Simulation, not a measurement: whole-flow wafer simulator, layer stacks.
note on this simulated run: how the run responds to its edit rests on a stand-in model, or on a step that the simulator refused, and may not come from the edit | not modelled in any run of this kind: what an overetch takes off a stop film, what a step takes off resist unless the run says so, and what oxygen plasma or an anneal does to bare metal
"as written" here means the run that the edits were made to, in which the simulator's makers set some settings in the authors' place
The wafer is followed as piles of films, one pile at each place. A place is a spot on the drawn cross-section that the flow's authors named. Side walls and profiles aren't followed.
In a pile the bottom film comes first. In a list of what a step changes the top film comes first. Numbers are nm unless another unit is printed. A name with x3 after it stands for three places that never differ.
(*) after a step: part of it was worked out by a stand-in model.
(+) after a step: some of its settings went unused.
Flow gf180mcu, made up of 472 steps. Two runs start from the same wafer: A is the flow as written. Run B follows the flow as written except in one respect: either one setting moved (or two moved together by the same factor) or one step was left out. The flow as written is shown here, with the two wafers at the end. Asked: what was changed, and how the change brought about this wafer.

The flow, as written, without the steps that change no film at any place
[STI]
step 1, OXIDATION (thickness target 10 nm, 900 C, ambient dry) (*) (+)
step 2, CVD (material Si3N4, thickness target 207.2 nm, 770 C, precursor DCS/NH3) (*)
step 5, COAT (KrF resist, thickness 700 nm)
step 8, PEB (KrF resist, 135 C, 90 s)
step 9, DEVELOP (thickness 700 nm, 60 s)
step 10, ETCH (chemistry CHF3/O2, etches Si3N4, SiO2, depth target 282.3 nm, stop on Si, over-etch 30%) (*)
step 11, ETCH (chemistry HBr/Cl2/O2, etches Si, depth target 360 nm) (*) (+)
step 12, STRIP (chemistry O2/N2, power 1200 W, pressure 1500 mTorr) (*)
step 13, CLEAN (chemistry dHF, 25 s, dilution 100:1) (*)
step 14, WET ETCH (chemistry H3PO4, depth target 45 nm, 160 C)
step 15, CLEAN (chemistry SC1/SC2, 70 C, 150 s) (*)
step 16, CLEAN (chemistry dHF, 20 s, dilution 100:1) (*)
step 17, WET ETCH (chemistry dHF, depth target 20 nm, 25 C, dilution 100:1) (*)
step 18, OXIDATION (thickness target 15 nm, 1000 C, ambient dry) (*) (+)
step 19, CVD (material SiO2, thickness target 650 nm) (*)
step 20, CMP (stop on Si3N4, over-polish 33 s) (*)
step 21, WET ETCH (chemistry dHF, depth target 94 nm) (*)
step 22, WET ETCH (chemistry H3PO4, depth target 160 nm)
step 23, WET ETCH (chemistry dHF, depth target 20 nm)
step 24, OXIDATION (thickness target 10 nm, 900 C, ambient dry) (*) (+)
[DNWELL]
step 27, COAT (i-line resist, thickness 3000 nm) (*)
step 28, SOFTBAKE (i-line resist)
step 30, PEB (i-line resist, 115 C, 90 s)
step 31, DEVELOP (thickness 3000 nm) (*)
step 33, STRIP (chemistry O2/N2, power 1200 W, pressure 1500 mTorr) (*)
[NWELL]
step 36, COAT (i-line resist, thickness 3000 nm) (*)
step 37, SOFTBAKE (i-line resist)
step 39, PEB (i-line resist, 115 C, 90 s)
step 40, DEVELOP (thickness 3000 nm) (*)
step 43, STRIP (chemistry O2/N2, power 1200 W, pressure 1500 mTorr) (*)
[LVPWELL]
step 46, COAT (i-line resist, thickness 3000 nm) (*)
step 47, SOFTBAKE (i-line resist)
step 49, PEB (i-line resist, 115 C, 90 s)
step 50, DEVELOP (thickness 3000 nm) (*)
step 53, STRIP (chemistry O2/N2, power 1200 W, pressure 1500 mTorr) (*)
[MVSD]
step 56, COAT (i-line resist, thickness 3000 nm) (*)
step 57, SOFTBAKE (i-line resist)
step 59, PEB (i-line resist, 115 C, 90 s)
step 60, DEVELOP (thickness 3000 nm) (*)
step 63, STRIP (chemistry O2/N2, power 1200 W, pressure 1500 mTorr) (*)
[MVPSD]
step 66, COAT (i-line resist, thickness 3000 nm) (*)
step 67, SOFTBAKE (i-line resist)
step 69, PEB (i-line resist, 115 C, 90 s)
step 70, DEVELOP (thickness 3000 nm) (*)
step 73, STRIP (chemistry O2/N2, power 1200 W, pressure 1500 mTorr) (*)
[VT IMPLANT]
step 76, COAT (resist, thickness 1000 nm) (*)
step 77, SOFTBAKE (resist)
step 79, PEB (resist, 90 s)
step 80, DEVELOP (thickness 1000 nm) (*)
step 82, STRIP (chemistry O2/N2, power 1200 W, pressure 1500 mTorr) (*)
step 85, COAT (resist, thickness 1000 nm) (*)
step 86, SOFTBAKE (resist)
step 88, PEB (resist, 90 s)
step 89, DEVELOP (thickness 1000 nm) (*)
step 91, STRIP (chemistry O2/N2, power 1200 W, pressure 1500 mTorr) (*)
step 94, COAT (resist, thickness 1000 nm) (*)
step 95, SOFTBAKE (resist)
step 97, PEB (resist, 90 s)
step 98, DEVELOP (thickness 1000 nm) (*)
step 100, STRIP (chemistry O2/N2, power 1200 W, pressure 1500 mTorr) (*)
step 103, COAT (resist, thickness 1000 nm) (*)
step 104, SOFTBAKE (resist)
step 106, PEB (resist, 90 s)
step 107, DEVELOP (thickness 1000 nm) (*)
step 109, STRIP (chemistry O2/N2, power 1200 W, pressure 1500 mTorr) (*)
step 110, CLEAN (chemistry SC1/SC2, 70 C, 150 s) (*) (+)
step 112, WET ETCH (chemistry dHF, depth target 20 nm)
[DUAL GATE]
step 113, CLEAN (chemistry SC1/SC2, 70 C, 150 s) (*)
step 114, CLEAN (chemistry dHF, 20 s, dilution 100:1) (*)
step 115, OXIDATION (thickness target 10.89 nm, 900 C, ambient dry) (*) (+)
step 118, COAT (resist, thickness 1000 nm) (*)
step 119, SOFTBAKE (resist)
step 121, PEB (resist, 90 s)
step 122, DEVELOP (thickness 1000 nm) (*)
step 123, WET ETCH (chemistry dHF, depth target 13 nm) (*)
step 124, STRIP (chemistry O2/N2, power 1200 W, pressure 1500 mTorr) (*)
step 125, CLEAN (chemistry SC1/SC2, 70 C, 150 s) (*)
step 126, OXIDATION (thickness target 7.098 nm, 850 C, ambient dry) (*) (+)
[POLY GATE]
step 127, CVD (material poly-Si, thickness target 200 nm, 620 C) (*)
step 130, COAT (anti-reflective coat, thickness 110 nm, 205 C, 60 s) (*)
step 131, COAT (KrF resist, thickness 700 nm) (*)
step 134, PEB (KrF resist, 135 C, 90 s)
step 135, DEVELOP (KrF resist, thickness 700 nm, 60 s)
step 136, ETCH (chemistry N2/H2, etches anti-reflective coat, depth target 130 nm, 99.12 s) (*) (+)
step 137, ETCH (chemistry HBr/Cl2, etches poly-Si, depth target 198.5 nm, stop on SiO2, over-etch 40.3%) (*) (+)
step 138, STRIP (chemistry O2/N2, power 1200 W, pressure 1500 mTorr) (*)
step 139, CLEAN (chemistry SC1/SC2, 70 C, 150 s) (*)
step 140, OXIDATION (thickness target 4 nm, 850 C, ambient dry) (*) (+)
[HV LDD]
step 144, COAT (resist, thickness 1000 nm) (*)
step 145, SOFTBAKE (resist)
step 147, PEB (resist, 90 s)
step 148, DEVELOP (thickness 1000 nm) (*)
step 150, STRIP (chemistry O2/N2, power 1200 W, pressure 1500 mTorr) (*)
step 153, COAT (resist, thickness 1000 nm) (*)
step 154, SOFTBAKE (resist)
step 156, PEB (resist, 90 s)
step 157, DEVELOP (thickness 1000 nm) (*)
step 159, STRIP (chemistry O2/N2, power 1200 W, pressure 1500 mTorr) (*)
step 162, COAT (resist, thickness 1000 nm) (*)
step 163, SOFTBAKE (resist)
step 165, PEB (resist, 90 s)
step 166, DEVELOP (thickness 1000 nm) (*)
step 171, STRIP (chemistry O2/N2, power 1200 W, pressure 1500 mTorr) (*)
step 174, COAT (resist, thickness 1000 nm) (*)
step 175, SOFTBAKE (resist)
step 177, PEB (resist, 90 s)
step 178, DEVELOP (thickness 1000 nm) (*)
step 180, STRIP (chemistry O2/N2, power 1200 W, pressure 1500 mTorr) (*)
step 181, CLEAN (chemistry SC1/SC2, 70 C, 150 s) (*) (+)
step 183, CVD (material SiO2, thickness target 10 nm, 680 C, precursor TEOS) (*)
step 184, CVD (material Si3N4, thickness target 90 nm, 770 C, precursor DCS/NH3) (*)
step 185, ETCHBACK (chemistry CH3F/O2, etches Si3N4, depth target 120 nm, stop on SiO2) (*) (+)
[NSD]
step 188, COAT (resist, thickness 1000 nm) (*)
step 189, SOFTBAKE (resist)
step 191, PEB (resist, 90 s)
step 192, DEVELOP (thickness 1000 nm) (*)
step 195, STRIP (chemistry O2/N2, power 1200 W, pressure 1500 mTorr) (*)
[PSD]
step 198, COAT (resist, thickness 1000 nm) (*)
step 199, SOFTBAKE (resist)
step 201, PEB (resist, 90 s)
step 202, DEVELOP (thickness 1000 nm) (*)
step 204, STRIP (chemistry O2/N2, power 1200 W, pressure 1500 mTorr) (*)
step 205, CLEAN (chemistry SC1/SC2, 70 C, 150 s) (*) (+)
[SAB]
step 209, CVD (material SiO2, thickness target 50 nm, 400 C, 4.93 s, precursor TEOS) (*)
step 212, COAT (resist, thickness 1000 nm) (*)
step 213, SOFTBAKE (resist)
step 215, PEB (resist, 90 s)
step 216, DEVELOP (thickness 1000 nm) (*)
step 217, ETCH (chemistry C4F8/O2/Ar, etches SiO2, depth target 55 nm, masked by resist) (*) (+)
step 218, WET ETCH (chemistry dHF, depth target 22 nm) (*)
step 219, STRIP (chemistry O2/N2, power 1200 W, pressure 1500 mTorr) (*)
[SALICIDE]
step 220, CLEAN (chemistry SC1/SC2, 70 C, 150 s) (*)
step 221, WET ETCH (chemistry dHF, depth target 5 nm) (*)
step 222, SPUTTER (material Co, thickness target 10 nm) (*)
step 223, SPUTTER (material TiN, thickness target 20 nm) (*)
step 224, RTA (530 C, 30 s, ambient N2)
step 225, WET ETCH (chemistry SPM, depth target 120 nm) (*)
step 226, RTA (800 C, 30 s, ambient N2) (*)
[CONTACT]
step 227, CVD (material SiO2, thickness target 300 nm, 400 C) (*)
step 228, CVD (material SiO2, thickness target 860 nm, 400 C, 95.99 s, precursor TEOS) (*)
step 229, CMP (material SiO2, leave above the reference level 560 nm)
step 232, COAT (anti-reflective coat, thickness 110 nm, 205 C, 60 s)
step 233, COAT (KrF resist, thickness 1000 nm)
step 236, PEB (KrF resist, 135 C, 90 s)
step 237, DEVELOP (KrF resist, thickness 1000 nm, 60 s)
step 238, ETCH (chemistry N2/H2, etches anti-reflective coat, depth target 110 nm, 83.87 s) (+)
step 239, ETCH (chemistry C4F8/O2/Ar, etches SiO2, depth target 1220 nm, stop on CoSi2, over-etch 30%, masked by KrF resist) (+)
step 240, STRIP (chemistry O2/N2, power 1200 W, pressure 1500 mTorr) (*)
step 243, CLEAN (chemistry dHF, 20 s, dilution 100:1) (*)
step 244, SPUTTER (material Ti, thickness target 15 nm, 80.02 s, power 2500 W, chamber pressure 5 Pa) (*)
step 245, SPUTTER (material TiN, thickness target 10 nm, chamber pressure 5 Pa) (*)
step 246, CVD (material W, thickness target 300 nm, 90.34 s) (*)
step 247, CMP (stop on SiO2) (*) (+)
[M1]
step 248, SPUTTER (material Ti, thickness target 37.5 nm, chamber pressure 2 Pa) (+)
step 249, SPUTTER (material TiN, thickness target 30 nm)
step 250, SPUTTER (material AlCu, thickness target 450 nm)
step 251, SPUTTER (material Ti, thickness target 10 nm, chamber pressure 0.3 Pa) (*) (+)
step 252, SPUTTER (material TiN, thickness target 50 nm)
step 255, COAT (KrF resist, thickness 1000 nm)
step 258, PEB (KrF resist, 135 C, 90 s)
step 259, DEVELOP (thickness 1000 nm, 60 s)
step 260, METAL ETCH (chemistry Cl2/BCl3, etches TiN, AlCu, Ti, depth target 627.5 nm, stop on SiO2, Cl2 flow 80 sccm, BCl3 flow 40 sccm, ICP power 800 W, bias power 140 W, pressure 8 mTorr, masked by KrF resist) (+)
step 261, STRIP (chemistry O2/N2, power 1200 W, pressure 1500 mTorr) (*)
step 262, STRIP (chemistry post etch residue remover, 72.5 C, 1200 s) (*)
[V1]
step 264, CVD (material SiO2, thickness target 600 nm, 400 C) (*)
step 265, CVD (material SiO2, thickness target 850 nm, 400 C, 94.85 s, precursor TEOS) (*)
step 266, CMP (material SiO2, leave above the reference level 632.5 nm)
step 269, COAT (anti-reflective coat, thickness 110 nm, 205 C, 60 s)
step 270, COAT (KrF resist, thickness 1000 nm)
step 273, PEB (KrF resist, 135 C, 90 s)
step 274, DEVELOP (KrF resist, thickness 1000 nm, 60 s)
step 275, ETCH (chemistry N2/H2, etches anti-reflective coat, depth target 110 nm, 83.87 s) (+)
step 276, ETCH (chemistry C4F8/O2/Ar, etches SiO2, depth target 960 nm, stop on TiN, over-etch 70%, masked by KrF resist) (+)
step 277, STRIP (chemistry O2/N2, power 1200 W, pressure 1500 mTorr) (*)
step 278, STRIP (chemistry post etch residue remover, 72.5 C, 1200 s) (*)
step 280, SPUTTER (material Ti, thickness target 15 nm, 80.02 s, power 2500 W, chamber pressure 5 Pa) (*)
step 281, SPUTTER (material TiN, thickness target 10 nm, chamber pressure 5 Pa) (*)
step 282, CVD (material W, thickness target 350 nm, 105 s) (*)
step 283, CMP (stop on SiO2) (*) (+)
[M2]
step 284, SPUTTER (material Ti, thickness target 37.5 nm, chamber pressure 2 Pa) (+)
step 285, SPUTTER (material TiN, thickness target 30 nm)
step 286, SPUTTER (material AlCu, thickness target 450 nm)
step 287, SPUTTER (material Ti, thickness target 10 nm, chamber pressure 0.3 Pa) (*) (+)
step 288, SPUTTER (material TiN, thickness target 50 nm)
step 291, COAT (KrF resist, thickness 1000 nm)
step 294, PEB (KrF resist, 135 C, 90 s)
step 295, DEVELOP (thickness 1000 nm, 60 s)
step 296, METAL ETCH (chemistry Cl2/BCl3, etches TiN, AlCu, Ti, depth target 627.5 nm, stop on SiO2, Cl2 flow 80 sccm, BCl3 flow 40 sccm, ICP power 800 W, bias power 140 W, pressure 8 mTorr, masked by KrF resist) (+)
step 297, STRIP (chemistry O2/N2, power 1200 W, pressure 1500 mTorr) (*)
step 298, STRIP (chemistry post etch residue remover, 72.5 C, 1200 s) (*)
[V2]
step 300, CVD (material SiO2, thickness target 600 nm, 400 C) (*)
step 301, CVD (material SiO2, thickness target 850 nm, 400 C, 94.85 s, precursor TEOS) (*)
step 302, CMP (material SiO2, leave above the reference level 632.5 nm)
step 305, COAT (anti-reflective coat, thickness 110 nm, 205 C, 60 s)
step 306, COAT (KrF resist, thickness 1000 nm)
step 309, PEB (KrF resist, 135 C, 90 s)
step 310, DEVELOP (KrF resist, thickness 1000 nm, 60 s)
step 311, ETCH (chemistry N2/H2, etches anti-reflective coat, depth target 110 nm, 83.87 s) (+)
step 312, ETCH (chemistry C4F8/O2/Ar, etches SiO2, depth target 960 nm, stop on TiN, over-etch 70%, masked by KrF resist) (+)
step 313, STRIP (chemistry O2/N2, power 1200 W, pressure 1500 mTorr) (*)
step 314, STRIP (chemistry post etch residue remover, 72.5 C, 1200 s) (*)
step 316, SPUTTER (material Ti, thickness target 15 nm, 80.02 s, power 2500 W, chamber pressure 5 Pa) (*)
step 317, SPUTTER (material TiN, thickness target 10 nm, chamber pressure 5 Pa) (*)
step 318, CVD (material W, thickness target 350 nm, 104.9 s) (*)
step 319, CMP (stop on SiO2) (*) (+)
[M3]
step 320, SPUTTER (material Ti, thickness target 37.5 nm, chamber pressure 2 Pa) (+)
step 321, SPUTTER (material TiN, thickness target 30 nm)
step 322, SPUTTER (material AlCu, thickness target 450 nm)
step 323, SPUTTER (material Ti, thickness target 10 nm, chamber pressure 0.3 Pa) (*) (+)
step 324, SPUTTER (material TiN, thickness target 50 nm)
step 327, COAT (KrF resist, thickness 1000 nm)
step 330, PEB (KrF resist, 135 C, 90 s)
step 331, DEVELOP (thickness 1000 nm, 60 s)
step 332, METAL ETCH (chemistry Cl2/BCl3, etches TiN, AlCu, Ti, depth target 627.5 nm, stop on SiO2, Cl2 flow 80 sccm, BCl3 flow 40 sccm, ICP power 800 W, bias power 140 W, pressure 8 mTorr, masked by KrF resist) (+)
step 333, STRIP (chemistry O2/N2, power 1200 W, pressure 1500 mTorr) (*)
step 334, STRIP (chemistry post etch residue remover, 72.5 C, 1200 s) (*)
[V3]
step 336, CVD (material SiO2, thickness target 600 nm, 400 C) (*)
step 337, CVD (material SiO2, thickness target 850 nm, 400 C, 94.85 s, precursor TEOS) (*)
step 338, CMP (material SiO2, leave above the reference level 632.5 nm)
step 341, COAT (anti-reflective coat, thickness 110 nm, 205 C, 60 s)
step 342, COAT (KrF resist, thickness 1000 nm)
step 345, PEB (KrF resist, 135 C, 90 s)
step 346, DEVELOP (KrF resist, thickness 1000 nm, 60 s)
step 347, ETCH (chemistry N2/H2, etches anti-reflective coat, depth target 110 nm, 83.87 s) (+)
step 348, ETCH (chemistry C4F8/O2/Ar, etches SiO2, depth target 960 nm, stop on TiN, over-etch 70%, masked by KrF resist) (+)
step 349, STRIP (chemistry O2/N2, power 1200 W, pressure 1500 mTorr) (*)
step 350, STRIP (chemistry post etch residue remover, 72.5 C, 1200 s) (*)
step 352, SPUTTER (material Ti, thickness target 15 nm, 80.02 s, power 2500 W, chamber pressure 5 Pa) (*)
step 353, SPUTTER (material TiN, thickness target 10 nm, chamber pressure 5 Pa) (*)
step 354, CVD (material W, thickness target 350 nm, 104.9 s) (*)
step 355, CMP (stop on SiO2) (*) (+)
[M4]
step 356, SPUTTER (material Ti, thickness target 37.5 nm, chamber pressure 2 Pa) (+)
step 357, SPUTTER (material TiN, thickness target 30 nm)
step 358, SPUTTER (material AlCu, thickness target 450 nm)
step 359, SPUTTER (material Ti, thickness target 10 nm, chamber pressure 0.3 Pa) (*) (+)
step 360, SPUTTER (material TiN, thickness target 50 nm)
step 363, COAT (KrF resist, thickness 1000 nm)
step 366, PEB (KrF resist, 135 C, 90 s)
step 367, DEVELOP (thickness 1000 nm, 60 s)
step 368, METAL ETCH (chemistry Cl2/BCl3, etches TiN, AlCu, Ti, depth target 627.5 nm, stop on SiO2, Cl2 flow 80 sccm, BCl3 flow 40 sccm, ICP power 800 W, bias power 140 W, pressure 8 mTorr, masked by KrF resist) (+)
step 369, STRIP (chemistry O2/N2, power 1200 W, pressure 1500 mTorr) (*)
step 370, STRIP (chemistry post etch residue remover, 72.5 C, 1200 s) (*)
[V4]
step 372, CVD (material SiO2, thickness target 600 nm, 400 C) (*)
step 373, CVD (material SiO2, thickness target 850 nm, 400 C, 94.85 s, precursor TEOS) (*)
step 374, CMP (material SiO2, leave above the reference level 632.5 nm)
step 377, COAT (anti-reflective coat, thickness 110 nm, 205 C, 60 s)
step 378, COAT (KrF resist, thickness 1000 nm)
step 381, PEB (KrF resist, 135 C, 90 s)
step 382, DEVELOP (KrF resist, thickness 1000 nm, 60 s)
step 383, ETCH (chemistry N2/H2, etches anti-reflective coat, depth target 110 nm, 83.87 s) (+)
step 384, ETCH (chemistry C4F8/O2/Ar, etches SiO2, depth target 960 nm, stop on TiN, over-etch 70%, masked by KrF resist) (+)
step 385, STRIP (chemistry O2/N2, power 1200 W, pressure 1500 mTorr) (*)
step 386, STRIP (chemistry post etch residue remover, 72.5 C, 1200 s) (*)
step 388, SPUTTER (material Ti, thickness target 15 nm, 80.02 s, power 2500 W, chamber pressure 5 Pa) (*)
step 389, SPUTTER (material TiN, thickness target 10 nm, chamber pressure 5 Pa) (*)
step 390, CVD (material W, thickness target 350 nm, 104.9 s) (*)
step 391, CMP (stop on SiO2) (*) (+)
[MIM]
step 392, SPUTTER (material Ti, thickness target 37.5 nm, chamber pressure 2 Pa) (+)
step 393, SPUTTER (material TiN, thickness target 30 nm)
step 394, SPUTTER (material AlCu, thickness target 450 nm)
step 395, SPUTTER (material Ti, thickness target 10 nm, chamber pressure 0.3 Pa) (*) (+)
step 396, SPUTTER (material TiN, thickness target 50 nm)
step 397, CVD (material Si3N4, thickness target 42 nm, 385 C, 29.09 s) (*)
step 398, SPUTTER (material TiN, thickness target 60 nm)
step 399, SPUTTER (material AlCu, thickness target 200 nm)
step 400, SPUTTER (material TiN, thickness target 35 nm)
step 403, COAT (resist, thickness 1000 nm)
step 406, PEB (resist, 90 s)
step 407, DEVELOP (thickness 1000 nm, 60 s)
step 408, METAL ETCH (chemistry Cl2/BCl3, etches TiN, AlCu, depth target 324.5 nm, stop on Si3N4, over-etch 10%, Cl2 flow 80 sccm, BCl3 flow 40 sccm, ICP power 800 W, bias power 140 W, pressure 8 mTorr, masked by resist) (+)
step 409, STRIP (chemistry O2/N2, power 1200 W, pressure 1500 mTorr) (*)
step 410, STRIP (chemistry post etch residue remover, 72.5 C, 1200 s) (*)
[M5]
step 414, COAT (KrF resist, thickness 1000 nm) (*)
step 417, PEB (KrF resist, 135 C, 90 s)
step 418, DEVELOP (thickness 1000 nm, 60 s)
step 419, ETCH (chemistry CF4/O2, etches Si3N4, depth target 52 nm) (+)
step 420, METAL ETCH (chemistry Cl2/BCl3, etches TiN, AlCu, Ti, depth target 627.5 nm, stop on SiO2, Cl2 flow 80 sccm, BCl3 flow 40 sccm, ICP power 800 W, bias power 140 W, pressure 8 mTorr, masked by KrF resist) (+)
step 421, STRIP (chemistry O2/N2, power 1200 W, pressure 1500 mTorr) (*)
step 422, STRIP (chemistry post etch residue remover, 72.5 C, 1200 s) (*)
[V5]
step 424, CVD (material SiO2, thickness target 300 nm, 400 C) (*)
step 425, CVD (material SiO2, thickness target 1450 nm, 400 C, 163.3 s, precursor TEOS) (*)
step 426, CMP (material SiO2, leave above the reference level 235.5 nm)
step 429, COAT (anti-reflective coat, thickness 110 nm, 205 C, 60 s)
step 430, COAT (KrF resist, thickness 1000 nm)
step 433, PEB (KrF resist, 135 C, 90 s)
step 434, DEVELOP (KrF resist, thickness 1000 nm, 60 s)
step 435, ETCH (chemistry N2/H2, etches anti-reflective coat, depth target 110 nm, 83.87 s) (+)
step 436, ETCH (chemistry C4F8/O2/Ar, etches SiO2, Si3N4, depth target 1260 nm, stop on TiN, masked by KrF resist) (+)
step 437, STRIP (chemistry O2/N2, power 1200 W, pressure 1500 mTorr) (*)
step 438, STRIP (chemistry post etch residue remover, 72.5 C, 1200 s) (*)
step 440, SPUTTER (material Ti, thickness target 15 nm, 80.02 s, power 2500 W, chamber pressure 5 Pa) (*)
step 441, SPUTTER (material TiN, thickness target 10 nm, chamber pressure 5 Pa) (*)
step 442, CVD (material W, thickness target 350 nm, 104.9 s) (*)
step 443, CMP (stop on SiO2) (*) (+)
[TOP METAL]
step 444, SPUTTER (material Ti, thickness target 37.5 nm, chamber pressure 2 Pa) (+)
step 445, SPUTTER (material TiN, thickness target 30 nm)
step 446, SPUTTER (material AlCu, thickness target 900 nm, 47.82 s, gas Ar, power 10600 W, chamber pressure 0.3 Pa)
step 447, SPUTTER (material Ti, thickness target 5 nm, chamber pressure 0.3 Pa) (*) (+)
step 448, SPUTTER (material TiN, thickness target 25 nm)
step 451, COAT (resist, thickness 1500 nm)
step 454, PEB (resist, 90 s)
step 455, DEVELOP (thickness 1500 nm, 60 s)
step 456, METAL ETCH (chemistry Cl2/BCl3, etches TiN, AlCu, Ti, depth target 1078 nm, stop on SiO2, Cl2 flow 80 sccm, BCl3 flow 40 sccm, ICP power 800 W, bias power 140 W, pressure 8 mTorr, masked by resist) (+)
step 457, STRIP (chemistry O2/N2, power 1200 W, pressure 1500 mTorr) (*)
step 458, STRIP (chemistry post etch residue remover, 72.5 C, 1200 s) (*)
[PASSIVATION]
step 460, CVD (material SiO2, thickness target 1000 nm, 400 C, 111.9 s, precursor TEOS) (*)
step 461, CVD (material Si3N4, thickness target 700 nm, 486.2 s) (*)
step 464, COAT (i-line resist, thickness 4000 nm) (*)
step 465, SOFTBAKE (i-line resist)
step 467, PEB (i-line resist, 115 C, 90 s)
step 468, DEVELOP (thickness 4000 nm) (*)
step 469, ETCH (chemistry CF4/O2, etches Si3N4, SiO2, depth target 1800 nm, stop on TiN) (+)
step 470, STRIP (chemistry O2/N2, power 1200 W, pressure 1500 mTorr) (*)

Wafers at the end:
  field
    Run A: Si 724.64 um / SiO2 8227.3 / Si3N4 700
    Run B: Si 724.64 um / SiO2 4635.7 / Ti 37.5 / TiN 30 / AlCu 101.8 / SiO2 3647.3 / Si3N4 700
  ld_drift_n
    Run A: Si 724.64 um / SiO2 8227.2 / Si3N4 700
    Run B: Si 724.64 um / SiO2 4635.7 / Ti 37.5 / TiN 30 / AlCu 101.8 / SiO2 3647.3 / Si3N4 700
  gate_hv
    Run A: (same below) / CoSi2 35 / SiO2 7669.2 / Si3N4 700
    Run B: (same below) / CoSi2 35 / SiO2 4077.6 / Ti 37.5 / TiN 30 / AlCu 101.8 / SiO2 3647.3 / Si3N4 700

The reason: step 358, SPUTTER: thickness target 675 nm was run, while the flow as written has thickness target 450 nm.

How this came from the change, step by step:
  step 358, SPUTTER (material AlCu, thickness target 450 nm)
      field, field__w1, field__w2 and 108 more: A AlCu gains 450 (new film) | B AlCu gains 675 (new film)
  step 368, METAL ETCH (chemistry Cl2/BCl3, etches TiN, AlCu, Ti, depth target 627.5 nm, stop on SiO2, Cl2 flow 80 sccm, BCl3 flow 40 sccm, ICP power 800 W, bias power 140 W, pressure 8 mTorr, masked by KrF resist) (+)
      field, field__w1, field__w2 and 103 more: A TiN loses 50 (all of it), Ti loses 10 (all of it), AlCu loses 450 (all of it), TiN loses 30 (all of it), Ti loses 37.5 (all of it) | B TiN loses 50 (all of it), Ti loses 10 (all of it), AlCu loses 567.5
  step 370, STRIP (chemistry post etch residue remover, 72.5 C, 1200 s) (*)
      field, field__w1, field__w2 and 103 more: A nothing | B AlCu loses 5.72
  step 372, CVD (material SiO2, thickness target 600 nm, 400 C) (*)
      field, field__w1, field__w2 and 103 more: A SiO2 gains 600 | B SiO2 gains 600 (new film)
  step 374, CMP (material SiO2, leave above the reference level 632.5 nm)
      field, field__w1, field__w2 and 103 more: A SiO2 loses 300 | B SiO2 loses 244.3
With metal films that touch counted as one body, field has 1 body; the flow as written gives 0 bodies.
With metal films that touch counted as one body, ld_drift_n has 1 body; the flow as written gives 0 bodies.
With metal films that touch counted as one body, gate_hv has 2 bodies (between them, from the top down: SiO2 4077.6); the flow as written gives 1 body.
